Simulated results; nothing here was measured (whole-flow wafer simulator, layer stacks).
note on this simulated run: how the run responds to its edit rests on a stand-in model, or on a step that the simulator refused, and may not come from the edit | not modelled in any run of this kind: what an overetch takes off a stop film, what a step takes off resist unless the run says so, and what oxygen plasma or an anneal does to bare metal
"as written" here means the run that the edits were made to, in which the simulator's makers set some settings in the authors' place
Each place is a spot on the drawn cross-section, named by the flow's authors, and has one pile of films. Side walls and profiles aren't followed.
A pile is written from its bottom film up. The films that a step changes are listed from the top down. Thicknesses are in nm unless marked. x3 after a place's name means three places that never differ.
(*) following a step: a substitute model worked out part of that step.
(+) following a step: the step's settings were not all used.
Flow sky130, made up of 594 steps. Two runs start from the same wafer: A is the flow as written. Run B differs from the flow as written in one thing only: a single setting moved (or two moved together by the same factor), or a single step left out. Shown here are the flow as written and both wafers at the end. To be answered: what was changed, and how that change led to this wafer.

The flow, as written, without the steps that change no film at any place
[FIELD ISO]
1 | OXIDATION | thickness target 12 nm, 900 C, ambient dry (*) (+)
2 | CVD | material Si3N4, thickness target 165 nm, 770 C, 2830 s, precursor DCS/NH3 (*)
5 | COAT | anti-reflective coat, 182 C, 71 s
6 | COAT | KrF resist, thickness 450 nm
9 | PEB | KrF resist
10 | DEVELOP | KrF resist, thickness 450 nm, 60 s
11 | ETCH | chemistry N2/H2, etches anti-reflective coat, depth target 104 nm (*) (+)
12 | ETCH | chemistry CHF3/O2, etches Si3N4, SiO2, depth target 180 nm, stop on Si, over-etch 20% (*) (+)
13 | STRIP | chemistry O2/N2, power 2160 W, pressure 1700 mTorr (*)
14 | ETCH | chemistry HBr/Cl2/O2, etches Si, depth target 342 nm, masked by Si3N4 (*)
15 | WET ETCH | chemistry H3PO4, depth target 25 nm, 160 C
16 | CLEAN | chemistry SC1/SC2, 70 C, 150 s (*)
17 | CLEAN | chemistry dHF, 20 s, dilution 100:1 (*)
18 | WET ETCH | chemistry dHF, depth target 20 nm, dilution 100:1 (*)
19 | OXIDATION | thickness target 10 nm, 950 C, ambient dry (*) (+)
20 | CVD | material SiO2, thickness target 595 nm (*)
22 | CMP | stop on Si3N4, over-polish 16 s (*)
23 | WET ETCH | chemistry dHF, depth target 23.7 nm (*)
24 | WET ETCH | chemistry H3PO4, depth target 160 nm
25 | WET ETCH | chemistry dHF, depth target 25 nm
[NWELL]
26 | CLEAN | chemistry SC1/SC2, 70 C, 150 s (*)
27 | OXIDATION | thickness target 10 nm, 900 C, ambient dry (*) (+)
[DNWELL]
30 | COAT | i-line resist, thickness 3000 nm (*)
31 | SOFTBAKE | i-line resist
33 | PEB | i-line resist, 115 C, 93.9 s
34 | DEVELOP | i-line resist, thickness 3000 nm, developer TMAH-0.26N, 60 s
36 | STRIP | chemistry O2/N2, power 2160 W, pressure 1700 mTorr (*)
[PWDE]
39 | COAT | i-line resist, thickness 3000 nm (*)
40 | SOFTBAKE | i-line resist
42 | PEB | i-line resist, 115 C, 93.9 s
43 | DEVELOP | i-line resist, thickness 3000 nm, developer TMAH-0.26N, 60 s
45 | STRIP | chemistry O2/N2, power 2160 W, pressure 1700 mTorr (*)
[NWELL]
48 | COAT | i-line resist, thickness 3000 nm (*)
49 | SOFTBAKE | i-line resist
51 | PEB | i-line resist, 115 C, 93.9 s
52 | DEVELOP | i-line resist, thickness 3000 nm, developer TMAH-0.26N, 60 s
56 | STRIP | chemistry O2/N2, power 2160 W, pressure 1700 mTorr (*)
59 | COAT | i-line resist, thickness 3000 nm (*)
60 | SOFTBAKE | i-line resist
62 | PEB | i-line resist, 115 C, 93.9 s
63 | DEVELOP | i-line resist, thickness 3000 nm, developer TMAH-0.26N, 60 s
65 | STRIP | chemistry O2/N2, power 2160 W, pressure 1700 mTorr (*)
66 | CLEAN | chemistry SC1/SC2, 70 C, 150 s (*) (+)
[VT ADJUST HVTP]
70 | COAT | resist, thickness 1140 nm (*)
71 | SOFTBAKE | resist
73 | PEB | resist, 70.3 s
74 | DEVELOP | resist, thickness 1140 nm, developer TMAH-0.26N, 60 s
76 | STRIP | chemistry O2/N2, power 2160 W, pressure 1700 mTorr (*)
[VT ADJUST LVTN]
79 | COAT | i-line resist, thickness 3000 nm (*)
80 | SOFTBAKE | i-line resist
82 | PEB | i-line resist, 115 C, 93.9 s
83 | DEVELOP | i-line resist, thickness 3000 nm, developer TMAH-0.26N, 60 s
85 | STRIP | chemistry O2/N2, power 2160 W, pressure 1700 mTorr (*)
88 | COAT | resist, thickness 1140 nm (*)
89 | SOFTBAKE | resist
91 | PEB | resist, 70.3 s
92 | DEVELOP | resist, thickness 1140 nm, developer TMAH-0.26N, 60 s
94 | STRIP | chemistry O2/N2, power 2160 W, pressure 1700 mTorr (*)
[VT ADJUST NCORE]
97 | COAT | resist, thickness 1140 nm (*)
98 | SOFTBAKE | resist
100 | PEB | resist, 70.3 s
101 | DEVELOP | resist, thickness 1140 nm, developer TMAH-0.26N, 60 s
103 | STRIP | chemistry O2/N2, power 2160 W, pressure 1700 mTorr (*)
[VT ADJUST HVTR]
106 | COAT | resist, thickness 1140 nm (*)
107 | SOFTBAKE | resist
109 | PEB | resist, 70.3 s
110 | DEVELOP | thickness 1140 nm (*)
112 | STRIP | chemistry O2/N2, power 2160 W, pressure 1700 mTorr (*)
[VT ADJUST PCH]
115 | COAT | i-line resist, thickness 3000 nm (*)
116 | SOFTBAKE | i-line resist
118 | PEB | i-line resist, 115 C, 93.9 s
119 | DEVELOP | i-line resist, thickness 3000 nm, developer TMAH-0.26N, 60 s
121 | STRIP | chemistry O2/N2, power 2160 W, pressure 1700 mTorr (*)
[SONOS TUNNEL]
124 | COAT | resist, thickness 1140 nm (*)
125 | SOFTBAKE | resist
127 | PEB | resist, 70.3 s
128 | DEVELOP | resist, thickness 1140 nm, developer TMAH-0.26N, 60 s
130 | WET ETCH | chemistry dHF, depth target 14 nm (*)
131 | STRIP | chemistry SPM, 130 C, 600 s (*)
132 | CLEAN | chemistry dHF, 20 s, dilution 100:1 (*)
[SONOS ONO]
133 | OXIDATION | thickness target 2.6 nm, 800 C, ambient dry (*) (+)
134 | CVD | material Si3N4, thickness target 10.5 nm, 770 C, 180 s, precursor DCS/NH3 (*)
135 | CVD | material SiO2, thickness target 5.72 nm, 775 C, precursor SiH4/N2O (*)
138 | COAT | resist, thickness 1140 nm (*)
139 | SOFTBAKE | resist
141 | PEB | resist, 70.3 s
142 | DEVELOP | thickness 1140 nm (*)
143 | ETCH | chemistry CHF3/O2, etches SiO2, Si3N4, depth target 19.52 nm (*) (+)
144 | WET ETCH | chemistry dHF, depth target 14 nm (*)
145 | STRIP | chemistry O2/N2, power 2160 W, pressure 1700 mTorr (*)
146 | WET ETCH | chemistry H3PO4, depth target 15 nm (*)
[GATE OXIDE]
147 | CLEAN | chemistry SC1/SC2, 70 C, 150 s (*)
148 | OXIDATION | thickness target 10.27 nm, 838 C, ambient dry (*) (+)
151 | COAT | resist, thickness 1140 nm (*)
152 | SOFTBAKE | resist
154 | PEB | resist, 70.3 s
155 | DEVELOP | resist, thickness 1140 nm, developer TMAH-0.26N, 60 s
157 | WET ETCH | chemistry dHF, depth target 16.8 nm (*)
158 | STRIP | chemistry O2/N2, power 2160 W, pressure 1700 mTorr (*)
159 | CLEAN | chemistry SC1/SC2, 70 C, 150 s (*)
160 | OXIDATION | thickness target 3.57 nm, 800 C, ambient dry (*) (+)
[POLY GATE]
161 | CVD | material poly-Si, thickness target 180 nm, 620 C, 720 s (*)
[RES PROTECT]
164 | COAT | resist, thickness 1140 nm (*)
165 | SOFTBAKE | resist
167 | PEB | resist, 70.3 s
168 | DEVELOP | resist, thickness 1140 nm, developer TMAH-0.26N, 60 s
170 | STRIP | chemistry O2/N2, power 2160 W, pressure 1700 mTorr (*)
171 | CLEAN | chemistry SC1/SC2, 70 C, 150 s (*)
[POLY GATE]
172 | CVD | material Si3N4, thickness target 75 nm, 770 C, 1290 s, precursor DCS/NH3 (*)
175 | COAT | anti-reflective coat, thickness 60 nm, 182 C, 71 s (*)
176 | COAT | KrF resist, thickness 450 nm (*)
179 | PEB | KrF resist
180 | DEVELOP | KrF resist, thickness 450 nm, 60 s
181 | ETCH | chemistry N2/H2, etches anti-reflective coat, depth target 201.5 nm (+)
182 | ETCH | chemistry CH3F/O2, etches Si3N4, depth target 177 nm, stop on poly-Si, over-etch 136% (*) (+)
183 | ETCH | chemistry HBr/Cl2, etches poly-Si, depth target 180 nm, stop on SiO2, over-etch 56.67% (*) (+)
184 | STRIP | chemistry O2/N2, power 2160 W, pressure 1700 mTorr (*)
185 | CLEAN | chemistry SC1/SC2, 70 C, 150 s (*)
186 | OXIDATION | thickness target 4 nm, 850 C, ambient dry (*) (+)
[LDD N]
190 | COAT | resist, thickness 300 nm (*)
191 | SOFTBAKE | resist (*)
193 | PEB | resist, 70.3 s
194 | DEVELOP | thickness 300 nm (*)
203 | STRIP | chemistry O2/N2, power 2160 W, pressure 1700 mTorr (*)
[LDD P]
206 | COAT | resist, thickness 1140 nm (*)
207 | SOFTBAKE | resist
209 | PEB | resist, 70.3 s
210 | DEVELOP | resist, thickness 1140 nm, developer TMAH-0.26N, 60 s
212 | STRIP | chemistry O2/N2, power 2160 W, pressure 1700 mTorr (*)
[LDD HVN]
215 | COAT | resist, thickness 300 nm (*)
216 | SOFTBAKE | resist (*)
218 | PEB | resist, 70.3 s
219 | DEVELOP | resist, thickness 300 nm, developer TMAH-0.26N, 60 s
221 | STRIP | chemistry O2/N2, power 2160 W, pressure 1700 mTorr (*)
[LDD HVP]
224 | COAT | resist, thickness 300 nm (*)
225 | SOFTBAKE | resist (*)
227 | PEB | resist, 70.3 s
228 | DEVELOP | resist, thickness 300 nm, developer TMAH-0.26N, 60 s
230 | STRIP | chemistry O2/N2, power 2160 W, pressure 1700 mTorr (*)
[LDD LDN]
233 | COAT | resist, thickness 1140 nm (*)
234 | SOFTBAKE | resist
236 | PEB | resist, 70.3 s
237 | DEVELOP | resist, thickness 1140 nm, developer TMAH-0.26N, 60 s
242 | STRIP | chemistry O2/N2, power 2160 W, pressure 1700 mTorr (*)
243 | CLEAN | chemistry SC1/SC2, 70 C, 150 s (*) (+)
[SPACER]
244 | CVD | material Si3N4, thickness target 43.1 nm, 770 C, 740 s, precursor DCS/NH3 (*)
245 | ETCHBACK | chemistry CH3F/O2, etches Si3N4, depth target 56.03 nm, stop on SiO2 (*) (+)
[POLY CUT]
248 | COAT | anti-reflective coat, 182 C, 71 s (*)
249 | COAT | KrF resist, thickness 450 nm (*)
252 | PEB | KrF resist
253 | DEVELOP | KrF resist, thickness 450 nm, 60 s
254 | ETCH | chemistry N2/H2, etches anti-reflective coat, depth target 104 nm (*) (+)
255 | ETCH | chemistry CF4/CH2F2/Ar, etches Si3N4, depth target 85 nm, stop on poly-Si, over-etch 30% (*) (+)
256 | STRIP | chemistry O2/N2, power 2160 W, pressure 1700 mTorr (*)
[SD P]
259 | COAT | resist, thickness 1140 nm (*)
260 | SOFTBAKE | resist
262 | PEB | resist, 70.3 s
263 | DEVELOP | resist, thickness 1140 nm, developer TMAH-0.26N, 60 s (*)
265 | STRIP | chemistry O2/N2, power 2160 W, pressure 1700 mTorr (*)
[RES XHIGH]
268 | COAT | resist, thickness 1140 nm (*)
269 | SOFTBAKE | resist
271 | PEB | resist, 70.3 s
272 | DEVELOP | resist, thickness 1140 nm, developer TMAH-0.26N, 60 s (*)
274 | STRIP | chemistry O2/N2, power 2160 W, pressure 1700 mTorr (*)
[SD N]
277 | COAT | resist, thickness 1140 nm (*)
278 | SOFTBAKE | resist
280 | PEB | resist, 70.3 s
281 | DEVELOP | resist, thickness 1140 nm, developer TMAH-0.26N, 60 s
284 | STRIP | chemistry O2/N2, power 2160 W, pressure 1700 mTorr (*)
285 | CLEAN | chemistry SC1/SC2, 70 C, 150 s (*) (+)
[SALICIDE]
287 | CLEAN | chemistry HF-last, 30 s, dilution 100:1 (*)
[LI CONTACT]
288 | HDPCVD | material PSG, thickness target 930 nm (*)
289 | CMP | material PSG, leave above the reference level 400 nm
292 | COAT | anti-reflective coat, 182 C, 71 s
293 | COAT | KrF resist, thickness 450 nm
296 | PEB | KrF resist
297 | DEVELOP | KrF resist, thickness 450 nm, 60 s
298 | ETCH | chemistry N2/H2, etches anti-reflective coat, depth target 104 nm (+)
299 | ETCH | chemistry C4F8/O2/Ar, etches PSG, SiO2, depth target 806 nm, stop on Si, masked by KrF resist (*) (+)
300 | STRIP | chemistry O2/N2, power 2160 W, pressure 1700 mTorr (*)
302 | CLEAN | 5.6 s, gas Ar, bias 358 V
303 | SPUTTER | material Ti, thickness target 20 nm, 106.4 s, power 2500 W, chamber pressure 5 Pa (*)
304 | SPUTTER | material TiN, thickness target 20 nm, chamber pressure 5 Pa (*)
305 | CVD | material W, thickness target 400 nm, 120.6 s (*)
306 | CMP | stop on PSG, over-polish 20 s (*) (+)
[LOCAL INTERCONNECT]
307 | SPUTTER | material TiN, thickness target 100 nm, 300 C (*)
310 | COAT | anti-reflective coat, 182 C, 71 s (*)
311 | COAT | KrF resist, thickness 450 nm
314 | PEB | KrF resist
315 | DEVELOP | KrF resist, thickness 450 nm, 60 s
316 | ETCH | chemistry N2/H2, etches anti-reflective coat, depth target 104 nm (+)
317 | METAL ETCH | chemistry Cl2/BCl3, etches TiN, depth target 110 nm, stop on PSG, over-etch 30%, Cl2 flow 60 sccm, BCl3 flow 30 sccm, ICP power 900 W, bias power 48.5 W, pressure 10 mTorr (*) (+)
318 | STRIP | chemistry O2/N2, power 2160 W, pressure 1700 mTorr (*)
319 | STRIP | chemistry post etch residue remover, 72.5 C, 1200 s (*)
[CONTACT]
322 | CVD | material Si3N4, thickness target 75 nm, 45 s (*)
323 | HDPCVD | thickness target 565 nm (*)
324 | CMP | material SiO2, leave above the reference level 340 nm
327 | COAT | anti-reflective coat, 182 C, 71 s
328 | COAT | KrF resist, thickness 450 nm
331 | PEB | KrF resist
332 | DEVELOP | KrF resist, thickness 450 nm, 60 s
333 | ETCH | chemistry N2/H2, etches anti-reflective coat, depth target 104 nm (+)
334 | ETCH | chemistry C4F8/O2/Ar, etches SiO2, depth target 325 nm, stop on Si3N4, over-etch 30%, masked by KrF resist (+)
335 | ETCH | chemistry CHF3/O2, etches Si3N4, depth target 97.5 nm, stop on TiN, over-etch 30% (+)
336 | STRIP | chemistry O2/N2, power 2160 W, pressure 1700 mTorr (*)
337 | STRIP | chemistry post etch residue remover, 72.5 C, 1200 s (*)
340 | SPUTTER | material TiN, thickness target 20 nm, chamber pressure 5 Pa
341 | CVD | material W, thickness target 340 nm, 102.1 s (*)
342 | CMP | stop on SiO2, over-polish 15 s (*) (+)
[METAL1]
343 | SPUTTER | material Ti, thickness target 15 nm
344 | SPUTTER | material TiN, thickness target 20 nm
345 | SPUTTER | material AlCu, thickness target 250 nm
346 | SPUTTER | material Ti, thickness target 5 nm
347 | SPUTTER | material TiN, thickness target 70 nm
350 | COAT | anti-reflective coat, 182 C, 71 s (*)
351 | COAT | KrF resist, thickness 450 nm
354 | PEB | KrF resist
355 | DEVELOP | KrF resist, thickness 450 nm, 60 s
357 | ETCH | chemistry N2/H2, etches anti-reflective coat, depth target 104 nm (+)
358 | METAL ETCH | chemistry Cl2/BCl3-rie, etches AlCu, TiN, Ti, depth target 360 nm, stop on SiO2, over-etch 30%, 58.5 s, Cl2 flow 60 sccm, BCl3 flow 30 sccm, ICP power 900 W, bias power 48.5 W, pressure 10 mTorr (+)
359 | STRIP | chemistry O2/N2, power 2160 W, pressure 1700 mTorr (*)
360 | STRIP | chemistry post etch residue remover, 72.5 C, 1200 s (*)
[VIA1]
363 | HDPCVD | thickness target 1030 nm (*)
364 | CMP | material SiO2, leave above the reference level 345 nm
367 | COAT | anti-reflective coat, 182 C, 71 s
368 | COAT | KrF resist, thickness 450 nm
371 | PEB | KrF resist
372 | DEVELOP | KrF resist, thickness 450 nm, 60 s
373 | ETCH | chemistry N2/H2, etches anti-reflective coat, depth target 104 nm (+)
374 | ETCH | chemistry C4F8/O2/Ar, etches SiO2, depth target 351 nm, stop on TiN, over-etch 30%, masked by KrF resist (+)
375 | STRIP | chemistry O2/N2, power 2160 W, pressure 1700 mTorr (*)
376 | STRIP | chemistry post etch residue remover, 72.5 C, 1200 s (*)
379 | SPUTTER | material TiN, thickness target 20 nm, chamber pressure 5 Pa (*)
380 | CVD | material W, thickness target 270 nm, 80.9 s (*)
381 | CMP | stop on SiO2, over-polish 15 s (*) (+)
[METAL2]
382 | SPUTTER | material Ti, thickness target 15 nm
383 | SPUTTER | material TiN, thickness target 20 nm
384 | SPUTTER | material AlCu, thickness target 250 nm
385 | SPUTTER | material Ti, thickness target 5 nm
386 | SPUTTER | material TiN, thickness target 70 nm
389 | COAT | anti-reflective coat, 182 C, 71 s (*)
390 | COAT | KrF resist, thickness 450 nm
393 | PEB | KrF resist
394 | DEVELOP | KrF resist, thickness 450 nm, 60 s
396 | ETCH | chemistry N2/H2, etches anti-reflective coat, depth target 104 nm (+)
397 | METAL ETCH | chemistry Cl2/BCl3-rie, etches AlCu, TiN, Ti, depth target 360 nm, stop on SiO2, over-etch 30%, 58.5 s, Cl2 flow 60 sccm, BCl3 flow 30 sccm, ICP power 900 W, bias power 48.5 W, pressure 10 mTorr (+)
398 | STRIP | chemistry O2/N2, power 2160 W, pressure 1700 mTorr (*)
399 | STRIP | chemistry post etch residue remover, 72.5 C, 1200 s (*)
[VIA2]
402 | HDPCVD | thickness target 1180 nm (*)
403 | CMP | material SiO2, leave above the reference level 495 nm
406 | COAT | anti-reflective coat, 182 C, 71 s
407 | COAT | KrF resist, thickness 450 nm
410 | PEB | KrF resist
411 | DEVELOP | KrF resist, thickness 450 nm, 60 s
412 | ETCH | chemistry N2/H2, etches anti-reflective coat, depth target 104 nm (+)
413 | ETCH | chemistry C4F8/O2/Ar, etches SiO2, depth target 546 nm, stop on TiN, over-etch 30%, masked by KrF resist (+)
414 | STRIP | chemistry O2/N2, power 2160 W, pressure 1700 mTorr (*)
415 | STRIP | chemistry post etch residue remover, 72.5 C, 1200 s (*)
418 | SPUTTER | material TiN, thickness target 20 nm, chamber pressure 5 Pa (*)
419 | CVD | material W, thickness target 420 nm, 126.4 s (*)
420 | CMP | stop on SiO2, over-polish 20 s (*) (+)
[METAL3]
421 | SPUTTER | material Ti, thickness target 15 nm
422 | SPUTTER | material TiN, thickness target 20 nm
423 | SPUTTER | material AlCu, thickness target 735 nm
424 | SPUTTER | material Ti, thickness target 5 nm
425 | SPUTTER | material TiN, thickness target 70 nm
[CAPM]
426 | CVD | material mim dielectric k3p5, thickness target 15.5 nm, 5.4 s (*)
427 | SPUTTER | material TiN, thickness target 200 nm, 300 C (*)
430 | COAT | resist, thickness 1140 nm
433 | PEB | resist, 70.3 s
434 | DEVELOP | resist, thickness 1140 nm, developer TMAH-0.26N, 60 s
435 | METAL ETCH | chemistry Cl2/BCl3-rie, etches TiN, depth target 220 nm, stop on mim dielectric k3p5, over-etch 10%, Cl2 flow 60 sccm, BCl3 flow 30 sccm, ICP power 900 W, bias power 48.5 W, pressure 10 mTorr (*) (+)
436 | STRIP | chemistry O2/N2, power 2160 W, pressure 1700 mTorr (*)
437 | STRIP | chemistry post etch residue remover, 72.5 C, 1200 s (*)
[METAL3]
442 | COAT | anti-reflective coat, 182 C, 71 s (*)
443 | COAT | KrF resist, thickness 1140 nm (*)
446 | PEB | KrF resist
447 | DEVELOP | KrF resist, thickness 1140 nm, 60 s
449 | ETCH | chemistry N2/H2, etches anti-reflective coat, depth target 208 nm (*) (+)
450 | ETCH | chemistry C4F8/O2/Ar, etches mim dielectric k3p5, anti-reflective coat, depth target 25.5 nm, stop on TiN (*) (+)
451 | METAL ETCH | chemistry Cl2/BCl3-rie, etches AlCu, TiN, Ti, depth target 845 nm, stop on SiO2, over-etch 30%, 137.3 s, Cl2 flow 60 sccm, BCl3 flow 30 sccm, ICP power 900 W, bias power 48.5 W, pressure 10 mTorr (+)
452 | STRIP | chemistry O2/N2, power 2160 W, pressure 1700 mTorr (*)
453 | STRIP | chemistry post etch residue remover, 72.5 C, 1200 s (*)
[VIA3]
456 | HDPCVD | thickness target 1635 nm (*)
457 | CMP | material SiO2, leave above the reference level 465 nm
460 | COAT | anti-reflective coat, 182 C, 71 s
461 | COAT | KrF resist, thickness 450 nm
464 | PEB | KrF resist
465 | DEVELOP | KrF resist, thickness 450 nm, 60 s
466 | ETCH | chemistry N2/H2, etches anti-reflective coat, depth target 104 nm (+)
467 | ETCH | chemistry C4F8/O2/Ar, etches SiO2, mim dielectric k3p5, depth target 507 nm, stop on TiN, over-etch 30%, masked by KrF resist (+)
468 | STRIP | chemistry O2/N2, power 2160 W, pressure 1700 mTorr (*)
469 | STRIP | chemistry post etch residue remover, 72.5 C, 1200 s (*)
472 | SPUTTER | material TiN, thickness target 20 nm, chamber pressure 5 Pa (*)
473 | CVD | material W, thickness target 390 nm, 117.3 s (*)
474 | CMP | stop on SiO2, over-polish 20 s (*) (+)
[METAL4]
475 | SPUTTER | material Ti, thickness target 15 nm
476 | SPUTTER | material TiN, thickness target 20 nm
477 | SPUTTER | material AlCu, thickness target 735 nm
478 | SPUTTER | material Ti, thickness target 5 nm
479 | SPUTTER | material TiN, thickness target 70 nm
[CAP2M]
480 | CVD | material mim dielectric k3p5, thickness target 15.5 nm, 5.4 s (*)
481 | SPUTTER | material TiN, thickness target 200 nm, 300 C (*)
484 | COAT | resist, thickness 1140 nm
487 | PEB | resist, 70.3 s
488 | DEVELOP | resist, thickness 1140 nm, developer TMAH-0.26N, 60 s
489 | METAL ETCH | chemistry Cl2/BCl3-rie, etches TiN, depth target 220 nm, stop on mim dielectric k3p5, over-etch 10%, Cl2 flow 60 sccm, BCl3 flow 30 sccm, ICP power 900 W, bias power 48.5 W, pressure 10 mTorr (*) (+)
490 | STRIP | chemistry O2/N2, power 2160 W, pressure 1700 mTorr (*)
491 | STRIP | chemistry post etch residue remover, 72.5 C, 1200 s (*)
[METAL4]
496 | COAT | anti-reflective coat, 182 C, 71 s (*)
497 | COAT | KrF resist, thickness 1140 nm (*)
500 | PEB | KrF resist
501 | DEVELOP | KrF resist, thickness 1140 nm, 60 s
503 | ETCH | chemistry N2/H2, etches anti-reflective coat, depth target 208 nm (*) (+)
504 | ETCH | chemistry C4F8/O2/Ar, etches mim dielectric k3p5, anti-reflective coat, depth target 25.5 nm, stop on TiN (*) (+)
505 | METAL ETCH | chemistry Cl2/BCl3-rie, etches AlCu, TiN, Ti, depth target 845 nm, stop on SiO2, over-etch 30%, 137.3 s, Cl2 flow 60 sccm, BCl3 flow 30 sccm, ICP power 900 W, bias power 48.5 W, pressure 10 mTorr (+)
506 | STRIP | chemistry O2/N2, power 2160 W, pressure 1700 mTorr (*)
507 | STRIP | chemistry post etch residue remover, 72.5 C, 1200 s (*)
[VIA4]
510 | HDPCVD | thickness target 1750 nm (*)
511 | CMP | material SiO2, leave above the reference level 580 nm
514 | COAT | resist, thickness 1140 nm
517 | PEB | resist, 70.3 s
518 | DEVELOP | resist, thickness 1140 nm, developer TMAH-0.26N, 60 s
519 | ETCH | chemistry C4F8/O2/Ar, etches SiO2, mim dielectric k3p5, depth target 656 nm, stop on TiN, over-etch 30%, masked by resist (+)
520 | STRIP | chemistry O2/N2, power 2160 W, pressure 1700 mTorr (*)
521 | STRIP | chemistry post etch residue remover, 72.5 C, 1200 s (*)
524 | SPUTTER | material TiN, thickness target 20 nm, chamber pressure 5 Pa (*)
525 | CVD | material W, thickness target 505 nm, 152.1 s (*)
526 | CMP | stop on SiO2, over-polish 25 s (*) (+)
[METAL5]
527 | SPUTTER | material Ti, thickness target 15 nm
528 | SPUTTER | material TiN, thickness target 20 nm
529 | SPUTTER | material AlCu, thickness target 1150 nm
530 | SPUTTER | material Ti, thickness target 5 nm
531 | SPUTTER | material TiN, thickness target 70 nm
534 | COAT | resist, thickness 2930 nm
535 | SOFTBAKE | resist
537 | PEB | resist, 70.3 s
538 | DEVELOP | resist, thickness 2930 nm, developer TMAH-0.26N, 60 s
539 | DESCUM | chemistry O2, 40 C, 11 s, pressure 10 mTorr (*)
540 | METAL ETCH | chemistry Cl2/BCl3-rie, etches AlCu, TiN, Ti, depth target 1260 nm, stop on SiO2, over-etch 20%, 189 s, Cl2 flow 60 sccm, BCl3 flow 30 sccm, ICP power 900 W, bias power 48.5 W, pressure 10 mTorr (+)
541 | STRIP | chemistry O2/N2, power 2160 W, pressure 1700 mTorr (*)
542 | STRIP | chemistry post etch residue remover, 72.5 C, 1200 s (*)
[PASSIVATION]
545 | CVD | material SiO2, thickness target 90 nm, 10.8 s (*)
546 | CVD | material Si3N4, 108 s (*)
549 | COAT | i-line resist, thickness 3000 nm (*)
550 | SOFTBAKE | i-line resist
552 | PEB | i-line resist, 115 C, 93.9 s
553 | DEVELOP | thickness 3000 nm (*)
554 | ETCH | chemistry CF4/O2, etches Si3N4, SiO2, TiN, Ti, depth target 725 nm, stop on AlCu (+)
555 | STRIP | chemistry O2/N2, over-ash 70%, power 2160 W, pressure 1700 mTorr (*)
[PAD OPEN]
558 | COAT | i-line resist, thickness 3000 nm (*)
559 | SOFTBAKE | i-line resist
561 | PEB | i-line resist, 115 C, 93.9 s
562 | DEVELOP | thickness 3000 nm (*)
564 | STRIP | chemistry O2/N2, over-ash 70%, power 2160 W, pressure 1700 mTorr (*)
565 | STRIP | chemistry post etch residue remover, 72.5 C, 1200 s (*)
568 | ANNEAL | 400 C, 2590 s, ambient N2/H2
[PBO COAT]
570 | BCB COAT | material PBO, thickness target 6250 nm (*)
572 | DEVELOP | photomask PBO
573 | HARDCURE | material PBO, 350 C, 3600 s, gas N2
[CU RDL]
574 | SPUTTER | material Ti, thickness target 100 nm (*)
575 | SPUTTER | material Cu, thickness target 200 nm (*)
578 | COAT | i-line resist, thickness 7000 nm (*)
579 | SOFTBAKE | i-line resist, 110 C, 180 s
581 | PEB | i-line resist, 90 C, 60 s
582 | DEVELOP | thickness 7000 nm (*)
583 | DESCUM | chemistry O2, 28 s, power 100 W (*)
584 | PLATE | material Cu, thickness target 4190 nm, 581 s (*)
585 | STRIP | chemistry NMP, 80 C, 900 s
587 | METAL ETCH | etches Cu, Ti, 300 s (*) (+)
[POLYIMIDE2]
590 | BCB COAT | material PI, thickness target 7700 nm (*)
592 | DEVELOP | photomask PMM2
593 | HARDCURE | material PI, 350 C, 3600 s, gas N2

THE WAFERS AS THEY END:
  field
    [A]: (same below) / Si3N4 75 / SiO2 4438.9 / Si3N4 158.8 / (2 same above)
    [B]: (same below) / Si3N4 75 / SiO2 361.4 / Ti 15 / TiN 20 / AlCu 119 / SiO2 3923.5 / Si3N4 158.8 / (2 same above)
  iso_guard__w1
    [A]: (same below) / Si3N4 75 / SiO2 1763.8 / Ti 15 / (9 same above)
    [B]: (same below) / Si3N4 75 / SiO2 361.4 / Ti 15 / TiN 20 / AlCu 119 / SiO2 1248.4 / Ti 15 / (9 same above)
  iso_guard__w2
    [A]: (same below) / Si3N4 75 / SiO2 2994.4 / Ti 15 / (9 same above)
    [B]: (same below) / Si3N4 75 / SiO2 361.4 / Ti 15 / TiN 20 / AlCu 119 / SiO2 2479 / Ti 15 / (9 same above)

The reason: step 358, METAL ETCH: depth target 153 nm was run, whereas the flow has depth target 360 nm; step 358, METAL ETCH: 24.9 s was run, where the flow has 58.5 s.

How this came from the change, step by step:
  358 | METAL ETCH | chemistry Cl2/BCl3-rie, etches AlCu, TiN, Ti, depth target 360 nm, stop on SiO2, over-etch 30%, 58.5 s, Cl2 flow 60 sccm, BCl3 flow 30 sccm, ICP power 900 W, bias power 48.5 W, pressure 10 mTorr (+)
      field, active, gate and 81 more: A -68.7 TiN (all of it), -5 Ti (all of it), -250 AlCu (all of it), -20 TiN (all of it), -15 Ti (all of it), -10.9 SiO2 | B -68.7 TiN (all of it), -5 Ti (all of it), -125.2 AlCu
      n_well, p_well, gate_hv and 95 more: A -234 KrF resist | B -99.4 KrF resist
      (also at 9 further places)
  359 | STRIP | chemistry O2/N2, power 2160 W, pressure 1700 mTorr (*)
      n_well, p_well, gate_hv and 100 more: A -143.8 KrF resist (all of it), -80 anti-reflective coat (all of it) | B -278.4 KrF resist (all of it), -80 anti-reflective coat (all of it)
      poly_licon, ndiff_licon, ndiff_licon_cpp, rpo_hd_licon: A -143.9 KrF resist (all of it), -80.5 anti-reflective coat (all of it) | B -278.4 KrF resist (all of it), -80.5 anti-reflective coat (all of it)
  360 | STRIP | chemistry post etch residue remover, 72.5 C, 1200 s (*)
      field, active, gate and 81 more: A nothing | B -5.72 AlCu
  363 | HDPCVD | thickness target 1030 nm (*)
      field, active, gate and 81 more: A +1030 SiO2 | B +1030 SiO2 (new film)
  364 | CMP | material SiO2, leave above the reference level 345 nm
      field, active, gate and 81 more: A -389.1 SiO2 | B -554 SiO2
With metal films that touch counted as one body, field has 1 body; the flow as written gives 0 bodies.
With metal films that touch counted as one body, iso_guard__w1 has 2 bodies (between them, from the top down: SiO2 1248.4); the flow as written gives 1 body.
With metal films that touch counted as one body, iso_guard__w2 has 2 bodies (between them, from the top down: SiO2 2479); the flow as written gives 1 body.
